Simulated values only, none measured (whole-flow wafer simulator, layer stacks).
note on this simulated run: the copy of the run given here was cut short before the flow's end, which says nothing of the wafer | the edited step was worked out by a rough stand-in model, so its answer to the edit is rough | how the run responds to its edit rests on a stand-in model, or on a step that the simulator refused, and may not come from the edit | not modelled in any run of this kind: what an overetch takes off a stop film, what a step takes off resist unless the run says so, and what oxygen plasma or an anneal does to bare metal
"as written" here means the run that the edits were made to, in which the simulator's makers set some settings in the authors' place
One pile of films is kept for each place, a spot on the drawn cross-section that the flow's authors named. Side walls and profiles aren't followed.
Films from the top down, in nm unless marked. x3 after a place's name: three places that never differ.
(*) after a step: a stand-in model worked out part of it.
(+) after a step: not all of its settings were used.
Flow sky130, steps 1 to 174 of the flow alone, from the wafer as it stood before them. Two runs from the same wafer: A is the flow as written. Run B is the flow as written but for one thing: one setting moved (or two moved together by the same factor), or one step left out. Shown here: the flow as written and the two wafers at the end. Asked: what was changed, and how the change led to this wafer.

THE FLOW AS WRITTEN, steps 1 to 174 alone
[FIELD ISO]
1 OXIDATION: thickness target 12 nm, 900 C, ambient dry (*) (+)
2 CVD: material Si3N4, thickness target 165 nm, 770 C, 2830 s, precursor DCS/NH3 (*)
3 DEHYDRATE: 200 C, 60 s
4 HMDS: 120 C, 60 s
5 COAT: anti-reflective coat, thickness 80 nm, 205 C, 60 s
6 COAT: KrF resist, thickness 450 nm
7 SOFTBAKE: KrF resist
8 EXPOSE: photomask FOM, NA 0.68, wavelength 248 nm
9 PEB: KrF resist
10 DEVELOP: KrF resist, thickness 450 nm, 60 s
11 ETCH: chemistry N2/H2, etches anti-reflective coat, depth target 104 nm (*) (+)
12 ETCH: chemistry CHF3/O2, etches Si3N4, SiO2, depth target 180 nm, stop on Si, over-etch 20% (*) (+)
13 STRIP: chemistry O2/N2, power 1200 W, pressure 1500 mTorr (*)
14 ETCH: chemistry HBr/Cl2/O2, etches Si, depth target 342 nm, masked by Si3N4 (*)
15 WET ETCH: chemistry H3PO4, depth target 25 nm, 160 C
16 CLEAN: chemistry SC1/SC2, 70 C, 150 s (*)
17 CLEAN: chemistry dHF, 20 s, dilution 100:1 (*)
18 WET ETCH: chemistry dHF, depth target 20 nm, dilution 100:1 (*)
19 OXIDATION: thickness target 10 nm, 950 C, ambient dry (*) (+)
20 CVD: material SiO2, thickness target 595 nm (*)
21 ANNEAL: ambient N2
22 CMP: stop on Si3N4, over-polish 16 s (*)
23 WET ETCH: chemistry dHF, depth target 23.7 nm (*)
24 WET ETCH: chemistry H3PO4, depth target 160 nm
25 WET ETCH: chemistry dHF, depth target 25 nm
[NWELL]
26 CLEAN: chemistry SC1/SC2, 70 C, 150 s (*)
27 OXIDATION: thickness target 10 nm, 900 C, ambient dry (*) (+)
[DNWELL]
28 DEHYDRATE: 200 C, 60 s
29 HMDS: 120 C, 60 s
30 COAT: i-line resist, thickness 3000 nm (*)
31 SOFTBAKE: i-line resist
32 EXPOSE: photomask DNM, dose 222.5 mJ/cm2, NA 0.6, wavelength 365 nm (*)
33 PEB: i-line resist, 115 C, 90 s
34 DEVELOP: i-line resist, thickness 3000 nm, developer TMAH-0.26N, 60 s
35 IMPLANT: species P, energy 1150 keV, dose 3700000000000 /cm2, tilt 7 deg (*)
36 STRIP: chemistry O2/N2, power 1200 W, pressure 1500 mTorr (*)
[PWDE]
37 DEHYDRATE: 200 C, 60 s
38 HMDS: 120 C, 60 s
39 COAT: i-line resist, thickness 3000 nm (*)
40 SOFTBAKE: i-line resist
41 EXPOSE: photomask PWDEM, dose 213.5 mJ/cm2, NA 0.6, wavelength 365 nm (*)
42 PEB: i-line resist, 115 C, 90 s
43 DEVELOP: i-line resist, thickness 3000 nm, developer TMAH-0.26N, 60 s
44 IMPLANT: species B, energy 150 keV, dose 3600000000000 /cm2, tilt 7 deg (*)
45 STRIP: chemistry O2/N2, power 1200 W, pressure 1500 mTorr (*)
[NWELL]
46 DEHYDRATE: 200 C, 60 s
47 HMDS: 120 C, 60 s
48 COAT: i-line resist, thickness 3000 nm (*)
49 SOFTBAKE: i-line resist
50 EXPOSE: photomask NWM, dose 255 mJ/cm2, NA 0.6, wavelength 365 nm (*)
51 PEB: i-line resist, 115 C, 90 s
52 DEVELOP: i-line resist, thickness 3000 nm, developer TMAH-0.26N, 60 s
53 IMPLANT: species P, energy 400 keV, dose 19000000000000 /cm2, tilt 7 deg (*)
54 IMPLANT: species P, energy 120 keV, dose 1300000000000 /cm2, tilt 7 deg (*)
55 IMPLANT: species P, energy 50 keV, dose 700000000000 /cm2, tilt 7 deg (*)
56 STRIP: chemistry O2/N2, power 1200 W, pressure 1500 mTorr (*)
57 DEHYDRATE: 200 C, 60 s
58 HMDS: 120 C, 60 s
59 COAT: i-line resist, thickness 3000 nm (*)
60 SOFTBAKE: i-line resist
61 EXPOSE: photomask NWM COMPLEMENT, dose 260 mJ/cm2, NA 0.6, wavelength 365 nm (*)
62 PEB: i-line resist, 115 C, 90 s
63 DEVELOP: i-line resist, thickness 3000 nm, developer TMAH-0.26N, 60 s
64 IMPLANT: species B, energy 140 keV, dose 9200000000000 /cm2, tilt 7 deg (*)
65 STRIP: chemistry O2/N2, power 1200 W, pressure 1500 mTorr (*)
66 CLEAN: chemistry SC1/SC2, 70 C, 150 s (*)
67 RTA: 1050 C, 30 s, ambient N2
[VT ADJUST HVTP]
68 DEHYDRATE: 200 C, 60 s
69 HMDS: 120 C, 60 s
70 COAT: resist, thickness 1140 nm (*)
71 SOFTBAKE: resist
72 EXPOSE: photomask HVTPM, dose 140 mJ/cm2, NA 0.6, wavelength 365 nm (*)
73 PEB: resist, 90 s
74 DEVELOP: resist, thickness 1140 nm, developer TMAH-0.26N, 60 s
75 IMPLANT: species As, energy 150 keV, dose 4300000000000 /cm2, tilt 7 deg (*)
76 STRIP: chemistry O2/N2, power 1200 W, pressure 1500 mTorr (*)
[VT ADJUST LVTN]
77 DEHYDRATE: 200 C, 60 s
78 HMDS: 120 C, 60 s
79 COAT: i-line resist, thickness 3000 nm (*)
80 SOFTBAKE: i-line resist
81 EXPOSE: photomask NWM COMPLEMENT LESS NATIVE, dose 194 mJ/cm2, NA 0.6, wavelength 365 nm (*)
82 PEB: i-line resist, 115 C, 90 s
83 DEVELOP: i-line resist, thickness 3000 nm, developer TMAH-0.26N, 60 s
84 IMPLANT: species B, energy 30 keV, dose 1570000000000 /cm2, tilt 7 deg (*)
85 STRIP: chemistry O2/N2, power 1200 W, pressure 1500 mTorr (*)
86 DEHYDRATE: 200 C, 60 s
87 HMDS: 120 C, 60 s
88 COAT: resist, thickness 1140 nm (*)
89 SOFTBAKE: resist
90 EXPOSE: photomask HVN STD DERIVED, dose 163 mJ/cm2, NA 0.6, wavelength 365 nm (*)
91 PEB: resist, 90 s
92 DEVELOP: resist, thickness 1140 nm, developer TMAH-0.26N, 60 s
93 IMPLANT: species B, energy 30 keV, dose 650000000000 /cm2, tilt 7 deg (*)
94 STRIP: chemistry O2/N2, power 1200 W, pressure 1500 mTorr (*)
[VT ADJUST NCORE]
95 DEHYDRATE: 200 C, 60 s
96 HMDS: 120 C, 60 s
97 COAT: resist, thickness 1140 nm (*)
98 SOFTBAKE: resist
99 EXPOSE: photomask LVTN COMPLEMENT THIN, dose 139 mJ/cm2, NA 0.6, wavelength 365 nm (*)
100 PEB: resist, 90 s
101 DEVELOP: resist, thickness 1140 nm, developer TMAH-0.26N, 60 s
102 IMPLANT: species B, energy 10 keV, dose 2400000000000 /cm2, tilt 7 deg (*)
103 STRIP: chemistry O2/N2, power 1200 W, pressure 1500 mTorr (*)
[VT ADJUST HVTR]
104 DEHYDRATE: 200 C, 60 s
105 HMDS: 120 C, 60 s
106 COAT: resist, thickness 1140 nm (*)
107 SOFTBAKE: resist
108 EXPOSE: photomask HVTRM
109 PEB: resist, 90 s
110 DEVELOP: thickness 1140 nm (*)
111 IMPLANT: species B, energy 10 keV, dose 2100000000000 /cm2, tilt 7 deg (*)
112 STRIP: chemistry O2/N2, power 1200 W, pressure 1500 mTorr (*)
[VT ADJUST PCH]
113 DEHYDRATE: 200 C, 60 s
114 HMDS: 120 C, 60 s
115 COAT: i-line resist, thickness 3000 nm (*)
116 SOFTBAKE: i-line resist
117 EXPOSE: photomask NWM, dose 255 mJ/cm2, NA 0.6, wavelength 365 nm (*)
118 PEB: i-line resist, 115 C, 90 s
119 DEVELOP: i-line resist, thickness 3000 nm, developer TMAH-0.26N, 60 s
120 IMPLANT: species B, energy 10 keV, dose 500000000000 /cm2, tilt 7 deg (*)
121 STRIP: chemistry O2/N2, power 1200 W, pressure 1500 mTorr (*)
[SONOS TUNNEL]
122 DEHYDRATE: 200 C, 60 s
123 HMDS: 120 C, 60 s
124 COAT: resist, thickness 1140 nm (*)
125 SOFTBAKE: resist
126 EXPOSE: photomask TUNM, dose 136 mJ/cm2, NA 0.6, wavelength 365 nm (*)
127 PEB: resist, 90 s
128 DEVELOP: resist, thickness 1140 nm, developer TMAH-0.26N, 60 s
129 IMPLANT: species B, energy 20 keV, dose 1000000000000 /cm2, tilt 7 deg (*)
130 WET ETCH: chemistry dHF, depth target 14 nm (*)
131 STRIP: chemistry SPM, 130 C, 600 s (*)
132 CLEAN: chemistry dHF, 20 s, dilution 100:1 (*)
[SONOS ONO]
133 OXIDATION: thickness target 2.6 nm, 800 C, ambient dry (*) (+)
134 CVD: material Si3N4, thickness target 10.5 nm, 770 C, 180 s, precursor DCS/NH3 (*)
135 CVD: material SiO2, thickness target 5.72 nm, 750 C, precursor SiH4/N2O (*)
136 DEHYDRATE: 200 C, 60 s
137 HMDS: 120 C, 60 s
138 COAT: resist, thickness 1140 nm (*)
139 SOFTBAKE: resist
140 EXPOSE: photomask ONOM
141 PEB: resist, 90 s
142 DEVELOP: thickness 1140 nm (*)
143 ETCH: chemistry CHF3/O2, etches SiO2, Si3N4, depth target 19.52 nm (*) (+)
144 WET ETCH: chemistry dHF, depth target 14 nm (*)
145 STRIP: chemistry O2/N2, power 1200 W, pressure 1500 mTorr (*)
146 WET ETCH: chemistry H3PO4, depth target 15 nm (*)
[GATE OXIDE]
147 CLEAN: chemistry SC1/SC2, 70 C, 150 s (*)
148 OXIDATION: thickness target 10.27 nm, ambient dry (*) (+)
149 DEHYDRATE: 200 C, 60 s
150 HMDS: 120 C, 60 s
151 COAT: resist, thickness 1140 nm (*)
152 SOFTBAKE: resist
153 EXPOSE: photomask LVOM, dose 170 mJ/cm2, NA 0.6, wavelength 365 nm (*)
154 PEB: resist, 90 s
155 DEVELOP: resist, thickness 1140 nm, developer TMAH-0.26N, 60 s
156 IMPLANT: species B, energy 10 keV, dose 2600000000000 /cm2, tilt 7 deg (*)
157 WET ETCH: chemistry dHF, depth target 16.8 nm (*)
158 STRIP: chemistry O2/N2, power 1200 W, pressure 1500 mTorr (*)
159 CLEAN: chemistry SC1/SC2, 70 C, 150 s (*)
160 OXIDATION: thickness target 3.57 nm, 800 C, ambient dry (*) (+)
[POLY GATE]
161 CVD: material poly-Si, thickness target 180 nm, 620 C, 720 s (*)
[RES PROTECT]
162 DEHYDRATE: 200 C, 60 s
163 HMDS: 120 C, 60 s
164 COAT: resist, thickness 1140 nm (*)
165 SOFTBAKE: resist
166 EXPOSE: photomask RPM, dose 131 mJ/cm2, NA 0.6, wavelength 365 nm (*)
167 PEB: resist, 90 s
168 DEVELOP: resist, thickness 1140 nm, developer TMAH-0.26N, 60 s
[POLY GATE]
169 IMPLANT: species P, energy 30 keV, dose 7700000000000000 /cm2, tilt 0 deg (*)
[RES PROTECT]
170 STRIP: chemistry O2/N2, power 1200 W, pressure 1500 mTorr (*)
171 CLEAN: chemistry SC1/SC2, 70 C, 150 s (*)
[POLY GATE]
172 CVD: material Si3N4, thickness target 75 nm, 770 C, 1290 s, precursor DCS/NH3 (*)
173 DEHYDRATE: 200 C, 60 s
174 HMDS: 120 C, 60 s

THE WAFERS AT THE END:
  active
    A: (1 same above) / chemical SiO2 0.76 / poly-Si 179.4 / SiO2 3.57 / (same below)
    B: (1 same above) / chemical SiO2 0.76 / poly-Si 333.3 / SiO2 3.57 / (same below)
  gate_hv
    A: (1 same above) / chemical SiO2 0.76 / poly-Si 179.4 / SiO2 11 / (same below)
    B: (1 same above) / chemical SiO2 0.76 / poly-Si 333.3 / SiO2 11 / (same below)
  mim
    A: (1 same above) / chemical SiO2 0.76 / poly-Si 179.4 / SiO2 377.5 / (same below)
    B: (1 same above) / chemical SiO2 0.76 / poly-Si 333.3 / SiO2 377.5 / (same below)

The cause: step 161, CVD: 655 C was run, where the flow has 620 C.

How the change led to this, step by step:
  161 CVD: material poly-Si, thickness target 180 nm, 620 C, 720 s (*)
      field, active, n_well and 184 more: A poly-Si +180 (new film) | B poly-Si +333.9 (new film)
      ndiff_licon_rim, ndiff_licon: A poly-Si +180 (new film) | B poly-Si +334.9 (new film)
      (and at 1 more place)
